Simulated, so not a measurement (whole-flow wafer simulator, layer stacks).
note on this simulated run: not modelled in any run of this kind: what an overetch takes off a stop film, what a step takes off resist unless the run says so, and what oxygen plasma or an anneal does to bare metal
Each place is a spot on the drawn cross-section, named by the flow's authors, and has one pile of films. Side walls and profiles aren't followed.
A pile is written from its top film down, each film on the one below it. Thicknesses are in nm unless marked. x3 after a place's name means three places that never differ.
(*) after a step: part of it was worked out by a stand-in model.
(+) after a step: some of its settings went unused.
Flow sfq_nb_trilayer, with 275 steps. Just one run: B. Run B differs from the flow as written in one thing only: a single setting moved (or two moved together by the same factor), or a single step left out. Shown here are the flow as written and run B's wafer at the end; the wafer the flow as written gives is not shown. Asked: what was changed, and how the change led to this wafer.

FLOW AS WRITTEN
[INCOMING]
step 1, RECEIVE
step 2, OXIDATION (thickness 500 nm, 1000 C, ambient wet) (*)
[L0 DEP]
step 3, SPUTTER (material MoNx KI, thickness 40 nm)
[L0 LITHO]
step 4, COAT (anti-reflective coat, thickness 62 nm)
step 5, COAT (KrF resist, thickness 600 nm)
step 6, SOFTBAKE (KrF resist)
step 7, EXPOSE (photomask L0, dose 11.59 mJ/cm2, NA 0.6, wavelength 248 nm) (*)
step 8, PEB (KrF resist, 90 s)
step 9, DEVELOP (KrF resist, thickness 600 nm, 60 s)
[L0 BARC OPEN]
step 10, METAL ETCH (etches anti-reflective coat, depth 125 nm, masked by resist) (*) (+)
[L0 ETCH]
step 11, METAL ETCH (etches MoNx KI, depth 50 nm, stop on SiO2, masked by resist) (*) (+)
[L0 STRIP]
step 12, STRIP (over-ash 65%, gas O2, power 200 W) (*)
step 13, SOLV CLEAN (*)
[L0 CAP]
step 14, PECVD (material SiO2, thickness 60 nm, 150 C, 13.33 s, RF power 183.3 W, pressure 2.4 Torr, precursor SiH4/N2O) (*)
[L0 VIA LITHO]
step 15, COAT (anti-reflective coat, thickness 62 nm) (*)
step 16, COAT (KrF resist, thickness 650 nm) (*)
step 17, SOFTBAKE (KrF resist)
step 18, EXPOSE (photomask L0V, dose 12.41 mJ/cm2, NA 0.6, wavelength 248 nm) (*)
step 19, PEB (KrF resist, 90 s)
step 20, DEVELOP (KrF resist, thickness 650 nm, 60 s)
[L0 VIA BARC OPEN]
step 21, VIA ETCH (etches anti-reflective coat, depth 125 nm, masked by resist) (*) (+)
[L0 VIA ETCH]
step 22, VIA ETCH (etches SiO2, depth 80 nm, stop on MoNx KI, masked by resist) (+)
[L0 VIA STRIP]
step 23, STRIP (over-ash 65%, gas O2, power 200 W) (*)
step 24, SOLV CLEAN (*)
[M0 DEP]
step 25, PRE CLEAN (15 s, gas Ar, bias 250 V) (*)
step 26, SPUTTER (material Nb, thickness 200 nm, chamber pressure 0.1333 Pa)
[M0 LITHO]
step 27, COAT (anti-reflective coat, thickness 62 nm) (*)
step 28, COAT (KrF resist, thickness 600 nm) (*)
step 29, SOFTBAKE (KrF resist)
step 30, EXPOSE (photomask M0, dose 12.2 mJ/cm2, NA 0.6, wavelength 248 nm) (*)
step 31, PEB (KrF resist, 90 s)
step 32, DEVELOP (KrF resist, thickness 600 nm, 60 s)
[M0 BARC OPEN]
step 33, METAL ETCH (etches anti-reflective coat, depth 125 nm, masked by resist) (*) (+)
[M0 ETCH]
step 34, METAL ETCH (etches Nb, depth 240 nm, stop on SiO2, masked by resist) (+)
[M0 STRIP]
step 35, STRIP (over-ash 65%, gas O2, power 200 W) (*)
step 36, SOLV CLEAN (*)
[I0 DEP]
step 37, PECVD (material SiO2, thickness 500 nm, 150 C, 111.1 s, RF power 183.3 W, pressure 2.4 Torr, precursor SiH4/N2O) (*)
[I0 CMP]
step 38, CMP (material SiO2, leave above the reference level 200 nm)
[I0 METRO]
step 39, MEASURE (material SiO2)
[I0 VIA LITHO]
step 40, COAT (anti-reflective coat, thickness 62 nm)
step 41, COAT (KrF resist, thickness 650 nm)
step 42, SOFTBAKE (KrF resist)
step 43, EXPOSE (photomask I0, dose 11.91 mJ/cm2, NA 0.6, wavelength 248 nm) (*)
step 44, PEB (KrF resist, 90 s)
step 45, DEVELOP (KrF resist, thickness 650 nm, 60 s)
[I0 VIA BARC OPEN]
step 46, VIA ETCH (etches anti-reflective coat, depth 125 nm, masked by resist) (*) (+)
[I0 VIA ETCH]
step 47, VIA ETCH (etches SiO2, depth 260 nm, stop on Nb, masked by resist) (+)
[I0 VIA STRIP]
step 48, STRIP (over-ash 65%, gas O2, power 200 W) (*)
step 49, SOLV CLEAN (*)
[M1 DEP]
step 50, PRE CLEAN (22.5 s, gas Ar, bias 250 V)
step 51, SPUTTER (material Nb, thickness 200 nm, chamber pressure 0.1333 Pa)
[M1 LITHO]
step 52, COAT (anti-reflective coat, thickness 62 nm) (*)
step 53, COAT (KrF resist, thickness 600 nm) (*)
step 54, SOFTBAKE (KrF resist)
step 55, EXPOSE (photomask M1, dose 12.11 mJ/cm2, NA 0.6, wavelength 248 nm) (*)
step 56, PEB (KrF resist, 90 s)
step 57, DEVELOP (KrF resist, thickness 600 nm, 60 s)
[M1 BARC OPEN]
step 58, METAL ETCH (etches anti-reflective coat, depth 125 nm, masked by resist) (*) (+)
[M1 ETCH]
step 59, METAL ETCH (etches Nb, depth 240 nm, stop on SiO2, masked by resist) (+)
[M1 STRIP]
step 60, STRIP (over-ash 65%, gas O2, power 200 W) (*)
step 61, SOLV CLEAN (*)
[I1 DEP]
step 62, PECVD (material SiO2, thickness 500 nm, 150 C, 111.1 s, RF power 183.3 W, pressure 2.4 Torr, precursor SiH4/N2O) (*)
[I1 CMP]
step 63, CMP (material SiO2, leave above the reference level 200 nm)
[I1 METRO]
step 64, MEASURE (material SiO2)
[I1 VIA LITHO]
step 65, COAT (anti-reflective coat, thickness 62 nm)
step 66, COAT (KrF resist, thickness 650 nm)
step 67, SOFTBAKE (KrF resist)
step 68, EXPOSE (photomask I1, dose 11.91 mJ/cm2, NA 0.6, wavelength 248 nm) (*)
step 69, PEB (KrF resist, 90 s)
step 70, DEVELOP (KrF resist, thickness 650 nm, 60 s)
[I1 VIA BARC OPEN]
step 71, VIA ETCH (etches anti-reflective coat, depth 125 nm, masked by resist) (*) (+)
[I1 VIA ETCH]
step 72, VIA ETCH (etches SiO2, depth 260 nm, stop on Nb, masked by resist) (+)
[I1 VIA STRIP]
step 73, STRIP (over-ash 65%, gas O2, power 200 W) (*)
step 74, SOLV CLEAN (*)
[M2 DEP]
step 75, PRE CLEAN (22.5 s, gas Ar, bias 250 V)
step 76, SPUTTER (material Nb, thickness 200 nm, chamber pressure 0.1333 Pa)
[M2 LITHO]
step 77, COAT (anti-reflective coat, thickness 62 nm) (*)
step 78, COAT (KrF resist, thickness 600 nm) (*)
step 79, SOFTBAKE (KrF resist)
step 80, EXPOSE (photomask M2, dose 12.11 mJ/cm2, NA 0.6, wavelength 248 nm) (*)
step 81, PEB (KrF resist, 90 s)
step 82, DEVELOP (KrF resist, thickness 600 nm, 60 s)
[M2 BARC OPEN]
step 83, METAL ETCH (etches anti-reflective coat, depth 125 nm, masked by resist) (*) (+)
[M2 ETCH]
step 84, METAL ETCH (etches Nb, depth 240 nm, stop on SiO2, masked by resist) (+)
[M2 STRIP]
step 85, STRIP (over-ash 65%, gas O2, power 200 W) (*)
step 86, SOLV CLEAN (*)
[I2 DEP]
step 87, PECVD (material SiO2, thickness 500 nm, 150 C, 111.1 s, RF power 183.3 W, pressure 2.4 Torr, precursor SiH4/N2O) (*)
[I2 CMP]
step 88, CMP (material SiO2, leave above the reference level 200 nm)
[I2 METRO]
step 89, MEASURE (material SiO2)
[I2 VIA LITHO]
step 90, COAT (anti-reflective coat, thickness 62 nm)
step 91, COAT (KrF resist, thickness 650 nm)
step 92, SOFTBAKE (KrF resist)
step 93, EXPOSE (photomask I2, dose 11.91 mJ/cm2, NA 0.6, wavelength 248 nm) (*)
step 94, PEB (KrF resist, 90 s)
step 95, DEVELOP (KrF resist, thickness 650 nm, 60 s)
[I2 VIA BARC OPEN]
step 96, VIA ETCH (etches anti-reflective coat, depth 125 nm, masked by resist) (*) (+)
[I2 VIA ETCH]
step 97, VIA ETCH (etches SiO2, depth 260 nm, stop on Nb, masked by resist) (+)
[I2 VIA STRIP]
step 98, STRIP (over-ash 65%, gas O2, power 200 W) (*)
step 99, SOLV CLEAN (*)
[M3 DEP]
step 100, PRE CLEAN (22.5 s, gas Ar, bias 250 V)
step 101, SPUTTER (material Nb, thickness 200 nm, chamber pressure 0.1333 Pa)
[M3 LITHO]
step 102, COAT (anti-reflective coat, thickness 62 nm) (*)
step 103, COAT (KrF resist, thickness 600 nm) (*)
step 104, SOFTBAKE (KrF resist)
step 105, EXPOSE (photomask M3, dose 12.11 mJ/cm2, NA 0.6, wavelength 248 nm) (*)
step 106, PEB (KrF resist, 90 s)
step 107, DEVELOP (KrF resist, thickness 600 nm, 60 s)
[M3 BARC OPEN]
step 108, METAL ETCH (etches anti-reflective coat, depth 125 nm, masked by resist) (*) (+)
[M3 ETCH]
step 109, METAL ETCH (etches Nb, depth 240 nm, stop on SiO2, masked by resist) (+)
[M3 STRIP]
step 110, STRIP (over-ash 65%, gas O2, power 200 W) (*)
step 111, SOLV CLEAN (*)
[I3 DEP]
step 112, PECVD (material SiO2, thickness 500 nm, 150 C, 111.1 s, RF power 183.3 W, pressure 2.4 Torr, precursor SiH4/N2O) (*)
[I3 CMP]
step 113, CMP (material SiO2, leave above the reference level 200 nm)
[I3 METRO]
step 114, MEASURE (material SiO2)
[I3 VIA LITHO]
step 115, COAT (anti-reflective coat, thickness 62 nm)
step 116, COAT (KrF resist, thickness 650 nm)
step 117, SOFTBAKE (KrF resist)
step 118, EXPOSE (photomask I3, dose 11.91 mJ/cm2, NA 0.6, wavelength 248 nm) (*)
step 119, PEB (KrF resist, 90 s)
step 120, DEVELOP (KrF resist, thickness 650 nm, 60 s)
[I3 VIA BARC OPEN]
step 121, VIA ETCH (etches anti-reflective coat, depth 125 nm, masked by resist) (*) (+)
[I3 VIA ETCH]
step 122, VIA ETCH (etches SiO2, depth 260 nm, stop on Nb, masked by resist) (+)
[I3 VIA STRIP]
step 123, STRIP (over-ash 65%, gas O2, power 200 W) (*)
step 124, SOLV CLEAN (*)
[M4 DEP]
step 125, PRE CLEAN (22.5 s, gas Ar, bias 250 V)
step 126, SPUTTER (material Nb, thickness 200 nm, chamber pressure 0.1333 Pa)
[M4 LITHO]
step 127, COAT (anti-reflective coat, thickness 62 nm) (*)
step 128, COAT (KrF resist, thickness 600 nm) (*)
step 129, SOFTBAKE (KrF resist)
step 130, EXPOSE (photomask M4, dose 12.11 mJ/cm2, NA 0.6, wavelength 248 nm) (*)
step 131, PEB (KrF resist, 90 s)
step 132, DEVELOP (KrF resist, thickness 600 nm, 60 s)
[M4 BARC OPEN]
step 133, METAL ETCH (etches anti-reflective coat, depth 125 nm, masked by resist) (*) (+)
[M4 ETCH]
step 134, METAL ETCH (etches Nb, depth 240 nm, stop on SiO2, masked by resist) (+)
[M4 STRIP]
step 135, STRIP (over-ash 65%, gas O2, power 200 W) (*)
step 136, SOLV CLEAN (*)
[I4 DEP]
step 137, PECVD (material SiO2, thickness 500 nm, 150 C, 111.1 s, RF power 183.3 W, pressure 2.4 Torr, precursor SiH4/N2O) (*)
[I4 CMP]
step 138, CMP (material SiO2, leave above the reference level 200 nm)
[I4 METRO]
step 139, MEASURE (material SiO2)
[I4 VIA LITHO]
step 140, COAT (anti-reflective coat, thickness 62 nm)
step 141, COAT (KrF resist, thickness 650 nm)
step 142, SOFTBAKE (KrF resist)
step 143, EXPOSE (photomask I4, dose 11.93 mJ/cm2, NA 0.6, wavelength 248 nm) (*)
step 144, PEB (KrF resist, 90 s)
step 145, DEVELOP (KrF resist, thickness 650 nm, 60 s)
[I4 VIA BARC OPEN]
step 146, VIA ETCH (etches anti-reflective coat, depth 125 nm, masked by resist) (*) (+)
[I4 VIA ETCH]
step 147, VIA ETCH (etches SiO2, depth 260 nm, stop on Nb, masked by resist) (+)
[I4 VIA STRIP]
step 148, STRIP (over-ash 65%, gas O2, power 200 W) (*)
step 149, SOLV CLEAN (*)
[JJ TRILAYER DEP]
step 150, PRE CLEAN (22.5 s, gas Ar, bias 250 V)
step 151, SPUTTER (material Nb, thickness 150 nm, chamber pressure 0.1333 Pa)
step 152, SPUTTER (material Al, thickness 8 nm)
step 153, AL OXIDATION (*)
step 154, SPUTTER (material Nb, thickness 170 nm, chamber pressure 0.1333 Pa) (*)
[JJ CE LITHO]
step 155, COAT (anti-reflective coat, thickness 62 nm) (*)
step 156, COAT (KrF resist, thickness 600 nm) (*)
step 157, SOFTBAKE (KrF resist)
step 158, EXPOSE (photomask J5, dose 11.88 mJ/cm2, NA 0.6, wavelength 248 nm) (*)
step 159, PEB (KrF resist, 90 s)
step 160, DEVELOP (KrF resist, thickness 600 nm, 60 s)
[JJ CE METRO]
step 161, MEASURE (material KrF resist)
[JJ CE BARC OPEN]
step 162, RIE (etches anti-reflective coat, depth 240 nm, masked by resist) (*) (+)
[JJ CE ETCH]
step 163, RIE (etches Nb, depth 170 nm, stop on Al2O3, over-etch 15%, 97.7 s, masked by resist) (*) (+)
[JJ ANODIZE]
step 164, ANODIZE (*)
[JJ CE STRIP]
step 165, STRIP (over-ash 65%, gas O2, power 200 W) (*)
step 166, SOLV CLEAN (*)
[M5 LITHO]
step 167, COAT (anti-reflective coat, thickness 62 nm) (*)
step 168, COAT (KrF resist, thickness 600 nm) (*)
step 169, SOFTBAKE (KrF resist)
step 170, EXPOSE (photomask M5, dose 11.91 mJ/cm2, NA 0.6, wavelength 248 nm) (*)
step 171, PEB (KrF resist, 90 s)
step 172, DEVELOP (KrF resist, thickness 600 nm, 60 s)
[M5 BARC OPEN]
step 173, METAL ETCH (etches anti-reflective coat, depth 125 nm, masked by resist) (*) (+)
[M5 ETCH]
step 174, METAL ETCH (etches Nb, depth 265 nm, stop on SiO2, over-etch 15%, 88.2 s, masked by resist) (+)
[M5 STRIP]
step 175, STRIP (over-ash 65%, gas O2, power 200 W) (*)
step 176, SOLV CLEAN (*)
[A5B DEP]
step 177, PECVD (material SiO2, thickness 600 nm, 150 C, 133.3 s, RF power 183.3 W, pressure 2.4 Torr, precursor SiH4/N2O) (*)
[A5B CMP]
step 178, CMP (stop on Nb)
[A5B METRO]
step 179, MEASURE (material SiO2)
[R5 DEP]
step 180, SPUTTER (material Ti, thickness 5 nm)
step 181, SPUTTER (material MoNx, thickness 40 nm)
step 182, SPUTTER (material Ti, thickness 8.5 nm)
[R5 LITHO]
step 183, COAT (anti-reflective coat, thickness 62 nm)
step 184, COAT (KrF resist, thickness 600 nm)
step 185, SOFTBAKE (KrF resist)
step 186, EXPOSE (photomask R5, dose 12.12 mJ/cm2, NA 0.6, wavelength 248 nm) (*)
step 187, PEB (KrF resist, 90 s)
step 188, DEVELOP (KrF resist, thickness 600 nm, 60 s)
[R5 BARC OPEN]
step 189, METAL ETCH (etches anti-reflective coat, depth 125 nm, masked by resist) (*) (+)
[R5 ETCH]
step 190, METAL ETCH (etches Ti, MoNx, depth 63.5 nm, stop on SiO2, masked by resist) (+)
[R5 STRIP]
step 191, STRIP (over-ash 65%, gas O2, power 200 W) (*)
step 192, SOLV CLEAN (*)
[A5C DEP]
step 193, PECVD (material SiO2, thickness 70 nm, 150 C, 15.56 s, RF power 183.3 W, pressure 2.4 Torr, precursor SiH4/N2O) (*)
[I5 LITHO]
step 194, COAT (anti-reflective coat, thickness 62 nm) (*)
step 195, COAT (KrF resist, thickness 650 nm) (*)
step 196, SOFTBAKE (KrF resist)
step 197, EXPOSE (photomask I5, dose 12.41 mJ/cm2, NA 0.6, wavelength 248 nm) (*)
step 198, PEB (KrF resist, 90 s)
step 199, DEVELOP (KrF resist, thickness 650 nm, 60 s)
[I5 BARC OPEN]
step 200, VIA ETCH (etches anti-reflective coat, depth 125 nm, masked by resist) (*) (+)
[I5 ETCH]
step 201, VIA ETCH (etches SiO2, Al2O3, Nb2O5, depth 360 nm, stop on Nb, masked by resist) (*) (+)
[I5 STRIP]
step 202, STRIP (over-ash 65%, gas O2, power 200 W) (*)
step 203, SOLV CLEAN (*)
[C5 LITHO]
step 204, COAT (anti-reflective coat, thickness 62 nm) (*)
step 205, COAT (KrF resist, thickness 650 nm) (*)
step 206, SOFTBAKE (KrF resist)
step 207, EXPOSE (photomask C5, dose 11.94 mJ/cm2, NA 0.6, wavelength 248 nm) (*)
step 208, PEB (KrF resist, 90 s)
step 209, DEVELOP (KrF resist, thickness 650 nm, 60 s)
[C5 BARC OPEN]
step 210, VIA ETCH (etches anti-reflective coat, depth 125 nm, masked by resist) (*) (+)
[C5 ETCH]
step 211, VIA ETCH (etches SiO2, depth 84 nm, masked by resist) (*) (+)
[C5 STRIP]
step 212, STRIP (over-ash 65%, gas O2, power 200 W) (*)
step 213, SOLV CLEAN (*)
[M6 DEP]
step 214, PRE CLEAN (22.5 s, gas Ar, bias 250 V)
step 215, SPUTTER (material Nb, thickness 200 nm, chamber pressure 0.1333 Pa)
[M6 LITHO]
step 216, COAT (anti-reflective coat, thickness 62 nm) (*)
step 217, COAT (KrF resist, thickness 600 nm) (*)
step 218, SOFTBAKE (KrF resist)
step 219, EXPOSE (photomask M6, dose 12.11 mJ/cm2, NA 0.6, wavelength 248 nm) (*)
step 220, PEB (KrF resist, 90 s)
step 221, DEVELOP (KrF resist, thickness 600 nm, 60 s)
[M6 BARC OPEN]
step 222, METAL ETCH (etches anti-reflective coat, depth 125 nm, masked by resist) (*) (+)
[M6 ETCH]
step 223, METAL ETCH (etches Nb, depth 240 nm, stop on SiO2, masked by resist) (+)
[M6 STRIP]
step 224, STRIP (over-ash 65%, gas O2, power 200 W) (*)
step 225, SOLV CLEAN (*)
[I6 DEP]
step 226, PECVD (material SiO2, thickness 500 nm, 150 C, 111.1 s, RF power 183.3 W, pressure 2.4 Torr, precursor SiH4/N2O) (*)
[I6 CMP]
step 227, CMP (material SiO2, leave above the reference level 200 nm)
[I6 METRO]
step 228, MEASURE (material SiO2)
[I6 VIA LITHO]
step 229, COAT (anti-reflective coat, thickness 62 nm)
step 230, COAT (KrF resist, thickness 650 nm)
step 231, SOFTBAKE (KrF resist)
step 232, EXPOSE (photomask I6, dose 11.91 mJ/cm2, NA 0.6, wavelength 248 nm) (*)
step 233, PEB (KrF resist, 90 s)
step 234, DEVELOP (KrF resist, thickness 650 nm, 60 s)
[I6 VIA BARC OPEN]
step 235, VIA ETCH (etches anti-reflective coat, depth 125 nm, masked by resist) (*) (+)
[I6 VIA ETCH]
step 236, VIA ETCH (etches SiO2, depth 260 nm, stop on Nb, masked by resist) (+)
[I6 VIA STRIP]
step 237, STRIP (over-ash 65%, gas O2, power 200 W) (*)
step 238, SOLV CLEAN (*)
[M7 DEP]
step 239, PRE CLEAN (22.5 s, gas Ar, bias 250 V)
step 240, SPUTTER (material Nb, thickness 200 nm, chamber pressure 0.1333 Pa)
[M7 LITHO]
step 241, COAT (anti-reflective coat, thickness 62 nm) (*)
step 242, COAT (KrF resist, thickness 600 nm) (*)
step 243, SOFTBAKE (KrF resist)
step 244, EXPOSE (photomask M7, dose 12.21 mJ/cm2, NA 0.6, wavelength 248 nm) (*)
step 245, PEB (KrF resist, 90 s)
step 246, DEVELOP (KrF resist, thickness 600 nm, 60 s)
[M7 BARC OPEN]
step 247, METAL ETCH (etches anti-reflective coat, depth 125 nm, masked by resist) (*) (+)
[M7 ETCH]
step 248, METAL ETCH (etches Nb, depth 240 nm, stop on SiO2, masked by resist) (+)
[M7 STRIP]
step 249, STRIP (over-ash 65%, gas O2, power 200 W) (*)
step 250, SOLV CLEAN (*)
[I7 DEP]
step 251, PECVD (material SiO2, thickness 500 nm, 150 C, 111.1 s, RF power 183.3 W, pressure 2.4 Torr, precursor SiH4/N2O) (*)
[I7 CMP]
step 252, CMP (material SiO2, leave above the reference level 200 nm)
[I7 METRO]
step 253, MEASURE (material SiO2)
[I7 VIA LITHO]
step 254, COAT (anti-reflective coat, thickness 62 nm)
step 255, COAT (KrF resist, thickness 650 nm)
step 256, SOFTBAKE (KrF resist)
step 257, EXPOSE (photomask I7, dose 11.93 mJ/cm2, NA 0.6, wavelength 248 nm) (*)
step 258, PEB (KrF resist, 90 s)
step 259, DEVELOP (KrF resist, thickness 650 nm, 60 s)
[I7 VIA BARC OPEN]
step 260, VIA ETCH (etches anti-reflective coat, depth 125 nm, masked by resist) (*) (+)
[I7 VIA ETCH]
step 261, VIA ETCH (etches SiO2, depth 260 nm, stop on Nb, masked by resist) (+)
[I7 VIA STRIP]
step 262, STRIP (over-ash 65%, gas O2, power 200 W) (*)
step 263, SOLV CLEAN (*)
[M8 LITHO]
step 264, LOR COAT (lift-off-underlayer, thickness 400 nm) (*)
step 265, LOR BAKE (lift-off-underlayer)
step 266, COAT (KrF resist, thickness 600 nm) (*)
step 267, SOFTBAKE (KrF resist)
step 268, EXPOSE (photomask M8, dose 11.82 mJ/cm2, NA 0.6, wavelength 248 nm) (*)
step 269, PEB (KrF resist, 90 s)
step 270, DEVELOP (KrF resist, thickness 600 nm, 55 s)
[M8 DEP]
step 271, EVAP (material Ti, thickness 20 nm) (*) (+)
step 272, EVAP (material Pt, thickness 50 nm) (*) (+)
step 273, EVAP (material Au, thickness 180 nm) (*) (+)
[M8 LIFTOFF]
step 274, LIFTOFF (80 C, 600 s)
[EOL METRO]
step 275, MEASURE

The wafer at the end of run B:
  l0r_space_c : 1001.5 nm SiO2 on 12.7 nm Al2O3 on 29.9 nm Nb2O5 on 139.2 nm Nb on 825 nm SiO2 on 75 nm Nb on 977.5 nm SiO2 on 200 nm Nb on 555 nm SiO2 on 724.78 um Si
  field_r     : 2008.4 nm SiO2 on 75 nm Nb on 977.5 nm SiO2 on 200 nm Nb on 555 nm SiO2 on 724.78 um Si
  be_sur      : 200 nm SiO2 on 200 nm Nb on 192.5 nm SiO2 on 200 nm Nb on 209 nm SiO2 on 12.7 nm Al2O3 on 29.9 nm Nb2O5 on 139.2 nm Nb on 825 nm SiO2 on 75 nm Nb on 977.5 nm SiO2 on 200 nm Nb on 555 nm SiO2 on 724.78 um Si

What caused this: step 101, SPUTTER: thickness 315 nm was run, though the flow has thickness 200 nm.

Step by step, how the change led to this:
  step 101, SPUTTER (material Nb, thickness 200 nm, chamber pressure 0.1333 Pa)
      field_l, v_sur, via_wl and 102 more: Nb gains 315 (new film) (in the flow as written it would be: Nb gains 200 (new film))
      via_w: Nb gains 262.5 (in the flow as written it would be: Nb gains 165.5)
  step 102, COAT (anti-reflective coat, thickness 62 nm) (*)
      via_wl: anti-reflective coat gains 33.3 (new film) (in the flow as written it would be: anti-reflective coat gains 34.2 (new film))
      via_w: anti-reflective coat gains 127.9 (new film) (in the flow as written it would be: anti-reflective coat gains 124.8 (new film))
  step 109, METAL ETCH (etches Nb, depth 240 nm, stop on SiO2, masked by resist) (+)
      field_l, be, be_sur and 72 more: Nb loses 240 (in the flow as written it would be: Nb loses 200 (all of it))
  step 110, STRIP (over-ash 65%, gas O2, power 200 W) (*)
      via_wl: KrF resist loses 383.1 (all of it), anti-reflective coat loses 33.3 (all of it) (in the flow as written it would be: KrF resist loses 384.2 (all of it), anti-reflective coat loses 34.2 (all of it))
      via_w: KrF resist loses 532.2 (all of it), anti-reflective coat loses 127.9 (all of it) (in the flow as written it would be: KrF resist loses 520 (all of it), anti-reflective coat loses 124.8 (all of it))
  step 112, PECVD (material SiO2, thickness 500 nm, 150 C, 111.1 s, RF power 183.3 W, pressure 2.4 Torr, precursor SiH4/N2O) (*)
      field_l, be, be_sur and 64 more: SiO2 gains 500 (new film) (in the flow as written it would be: SiO2 gains 500)
      p4_g1, p4_g2, p3_s0, p3_s1, p3_s2, p3_s3, p3_s4, p3_s5: SiO2 gains 597.1 (new film) (in the flow as written it would be: SiO2 gains 557.1)
  step 113, CMP (material SiO2, leave above the reference level 200 nm)
      field_l, be, be_sur and 64 more: SiO2 loses 60 (in the flow as written it would be: SiO2 loses 100)
      via_w: SiO2 loses 157.1 (in the flow as written it would be: SiO2 loses 181.6)
If metal films that touch count as one body, l0r_space_c has 3 bodies (between them, from the top down: SiO2 825; SiO2 977.5); the flow as written gives 2 bodies (between them, from the top down: SiO2 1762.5).
If metal films that touch count as one body, field_r has 2 bodies (between them, from the top down: SiO2 977.5); the flow as written gives 1 body.
If metal films that touch count as one body, be_sur has 5 bodies (between them, from the top down: SiO2 192.5; SiO2 209 / Al2O3 12.7 / Nb2O5 29.9; SiO2 825; SiO2 977.5); the flow as written gives 4 bodies (between them, from the top down: SiO2 192.5; SiO2 209 / Al2O3 12.7 / Nb2O5 29.9; SiO2 1762.5).
